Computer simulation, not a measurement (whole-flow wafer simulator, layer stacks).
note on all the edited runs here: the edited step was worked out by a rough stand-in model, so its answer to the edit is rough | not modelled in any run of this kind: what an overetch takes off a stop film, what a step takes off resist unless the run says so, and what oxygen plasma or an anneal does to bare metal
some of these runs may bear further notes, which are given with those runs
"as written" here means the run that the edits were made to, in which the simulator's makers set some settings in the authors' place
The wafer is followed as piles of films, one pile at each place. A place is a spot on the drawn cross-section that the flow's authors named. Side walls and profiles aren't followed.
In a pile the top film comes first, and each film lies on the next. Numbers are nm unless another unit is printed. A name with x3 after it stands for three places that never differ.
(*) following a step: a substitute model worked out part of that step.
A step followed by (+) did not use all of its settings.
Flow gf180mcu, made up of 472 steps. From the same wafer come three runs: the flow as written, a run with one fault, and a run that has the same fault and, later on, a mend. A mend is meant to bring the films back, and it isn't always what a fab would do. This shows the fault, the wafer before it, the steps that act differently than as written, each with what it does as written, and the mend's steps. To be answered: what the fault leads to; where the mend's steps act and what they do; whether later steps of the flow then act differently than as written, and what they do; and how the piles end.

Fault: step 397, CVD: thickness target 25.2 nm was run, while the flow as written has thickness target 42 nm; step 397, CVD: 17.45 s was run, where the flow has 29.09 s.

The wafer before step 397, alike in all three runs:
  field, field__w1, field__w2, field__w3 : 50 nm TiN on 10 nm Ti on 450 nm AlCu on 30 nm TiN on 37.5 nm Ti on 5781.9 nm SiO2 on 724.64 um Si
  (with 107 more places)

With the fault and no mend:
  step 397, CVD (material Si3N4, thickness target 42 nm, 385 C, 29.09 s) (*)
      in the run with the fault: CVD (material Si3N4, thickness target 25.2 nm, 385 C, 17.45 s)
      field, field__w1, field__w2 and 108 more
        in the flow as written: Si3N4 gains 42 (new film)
        in the run with the fault: Si3N4 gains 25.2 (new film)
  Later steps of the flow acting differently than as written (not shown: 5 more steps that differ only slightly, by at most 2% or 0.5 nm, whichever is larger):
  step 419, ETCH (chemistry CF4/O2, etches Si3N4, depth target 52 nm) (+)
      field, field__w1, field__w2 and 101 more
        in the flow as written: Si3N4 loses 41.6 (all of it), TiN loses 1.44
        in the run with the fault: Si3N4 loses 24.9 (all of it), TiN loses 1.73
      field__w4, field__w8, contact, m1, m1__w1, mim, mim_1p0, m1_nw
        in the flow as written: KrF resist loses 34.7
        in the run with the fault: KrF resist loses 24.9
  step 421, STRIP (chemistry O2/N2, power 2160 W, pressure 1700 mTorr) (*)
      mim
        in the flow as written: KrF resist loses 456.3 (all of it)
        in the run with the fault: KrF resist loses 466.1 (all of it)
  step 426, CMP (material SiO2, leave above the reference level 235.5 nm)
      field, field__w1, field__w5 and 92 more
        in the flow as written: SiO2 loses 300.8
        in the run with the fault: SiO2 loses 317.6
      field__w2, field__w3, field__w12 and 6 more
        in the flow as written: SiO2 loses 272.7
        in the run with the fault: SiO2 loses 290.2
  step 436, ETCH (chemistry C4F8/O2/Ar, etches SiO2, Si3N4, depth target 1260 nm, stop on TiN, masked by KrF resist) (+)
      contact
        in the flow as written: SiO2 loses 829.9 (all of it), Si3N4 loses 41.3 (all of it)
        in the run with the fault: SiO2 loses 829.9 (all of it), Si3N4 loses 24.5 (all of it)
  At field__w4, field__w8, m1, m1__w1, mim, mim_1p0, m1_nw, the piles at the end differ from the flow's by more than 2% or 0.5 nm, whichever is larger.
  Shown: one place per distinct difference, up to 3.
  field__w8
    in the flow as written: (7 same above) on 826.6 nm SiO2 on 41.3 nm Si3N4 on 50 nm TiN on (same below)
    in the run with the fault: (7 same above) on 826.6 nm SiO2 on 24.5 nm Si3N4 on 50 nm TiN on (same below)
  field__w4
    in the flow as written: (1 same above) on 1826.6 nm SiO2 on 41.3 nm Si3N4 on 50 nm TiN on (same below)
    in the run with the fault: (1 same above) on 1826.6 nm SiO2 on 24.5 nm Si3N4 on 50 nm TiN on (same below)
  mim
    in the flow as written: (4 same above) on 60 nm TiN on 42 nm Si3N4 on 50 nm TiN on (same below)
    in the run with the fault: (4 same above) on 60 nm TiN on 25.2 nm Si3N4 on 50 nm TiN on (same below)

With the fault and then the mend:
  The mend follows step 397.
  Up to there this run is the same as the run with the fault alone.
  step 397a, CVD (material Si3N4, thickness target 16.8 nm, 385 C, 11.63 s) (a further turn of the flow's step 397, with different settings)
      field, field__w1, field__w2 and 108 more
        Si3N4 gains 16.8
  None of the later steps of the flow differs from how it acts as written, at any place that is followed, by more than 2% or 0.5 nm, whichever is larger.
  At the end the piles are close to the flow's at the places that both follow, differing by at most 2% or 0.5 nm, whichever is larger.
